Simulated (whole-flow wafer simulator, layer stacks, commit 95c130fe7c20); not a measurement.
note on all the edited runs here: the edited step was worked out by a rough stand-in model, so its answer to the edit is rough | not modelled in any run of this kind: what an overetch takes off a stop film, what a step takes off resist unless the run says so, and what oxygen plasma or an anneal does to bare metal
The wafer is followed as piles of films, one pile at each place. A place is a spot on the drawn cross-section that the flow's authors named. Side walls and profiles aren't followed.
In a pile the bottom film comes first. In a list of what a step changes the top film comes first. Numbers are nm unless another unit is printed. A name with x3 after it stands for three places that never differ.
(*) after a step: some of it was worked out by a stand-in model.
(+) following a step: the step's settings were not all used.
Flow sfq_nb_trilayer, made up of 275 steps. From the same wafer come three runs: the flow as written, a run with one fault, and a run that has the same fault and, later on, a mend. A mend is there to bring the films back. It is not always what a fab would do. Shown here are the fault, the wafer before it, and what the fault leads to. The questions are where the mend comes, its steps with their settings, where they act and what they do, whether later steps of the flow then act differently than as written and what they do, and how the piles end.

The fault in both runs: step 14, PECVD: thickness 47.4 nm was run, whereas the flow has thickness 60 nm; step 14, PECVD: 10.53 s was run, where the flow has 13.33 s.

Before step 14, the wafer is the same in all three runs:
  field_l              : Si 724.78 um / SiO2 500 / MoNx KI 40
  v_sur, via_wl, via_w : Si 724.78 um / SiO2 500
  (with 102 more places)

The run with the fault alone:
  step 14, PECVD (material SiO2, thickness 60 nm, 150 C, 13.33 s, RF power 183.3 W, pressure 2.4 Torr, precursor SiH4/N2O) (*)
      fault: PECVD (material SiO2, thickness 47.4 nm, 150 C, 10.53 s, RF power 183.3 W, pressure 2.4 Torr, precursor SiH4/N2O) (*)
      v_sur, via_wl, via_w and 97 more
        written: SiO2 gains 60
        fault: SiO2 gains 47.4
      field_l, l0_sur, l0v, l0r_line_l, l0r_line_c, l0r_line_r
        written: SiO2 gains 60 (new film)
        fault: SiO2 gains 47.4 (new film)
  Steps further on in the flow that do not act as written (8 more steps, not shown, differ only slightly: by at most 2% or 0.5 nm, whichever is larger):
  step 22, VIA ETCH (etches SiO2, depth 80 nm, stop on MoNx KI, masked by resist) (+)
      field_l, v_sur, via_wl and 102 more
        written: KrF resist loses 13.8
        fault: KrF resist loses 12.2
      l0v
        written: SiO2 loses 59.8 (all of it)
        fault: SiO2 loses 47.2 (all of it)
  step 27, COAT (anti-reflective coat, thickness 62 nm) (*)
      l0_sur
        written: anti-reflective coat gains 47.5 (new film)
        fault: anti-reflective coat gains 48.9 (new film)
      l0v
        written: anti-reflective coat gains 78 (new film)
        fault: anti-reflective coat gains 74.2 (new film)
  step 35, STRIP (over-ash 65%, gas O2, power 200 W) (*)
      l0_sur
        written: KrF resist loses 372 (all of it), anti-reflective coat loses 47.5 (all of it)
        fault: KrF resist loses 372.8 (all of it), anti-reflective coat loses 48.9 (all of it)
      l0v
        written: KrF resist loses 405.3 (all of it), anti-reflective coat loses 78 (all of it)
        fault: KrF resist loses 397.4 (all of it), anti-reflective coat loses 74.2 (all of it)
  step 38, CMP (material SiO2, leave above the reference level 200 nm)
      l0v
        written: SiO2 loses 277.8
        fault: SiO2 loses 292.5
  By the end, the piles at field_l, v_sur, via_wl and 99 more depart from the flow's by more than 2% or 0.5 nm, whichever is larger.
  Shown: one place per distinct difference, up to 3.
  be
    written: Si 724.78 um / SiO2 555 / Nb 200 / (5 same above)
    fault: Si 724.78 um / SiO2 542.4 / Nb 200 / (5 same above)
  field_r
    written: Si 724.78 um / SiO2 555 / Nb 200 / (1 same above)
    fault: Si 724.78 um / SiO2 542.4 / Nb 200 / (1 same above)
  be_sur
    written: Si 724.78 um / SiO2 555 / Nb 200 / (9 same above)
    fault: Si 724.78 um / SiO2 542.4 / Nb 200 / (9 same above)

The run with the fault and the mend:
  The mend stands after step 14.
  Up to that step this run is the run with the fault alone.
  step 14a, PECVD (material SiO2, thickness 12.6 nm, 150 C, 2.8 s, RF power 183.3 W, pressure 2.4 Torr, precursor SiH4/N2O) (the flow's step 14 again, with other settings)
      field_l, v_sur, via_wl and 103 more
        SiO2 gains 12.6
  Later steps of the flow that are run all act as written at every place that is followed, up to a difference of at most 2% or 0.5 nm, whichever is larger.
  At every place that both follow, the piles at the end match the flow's.
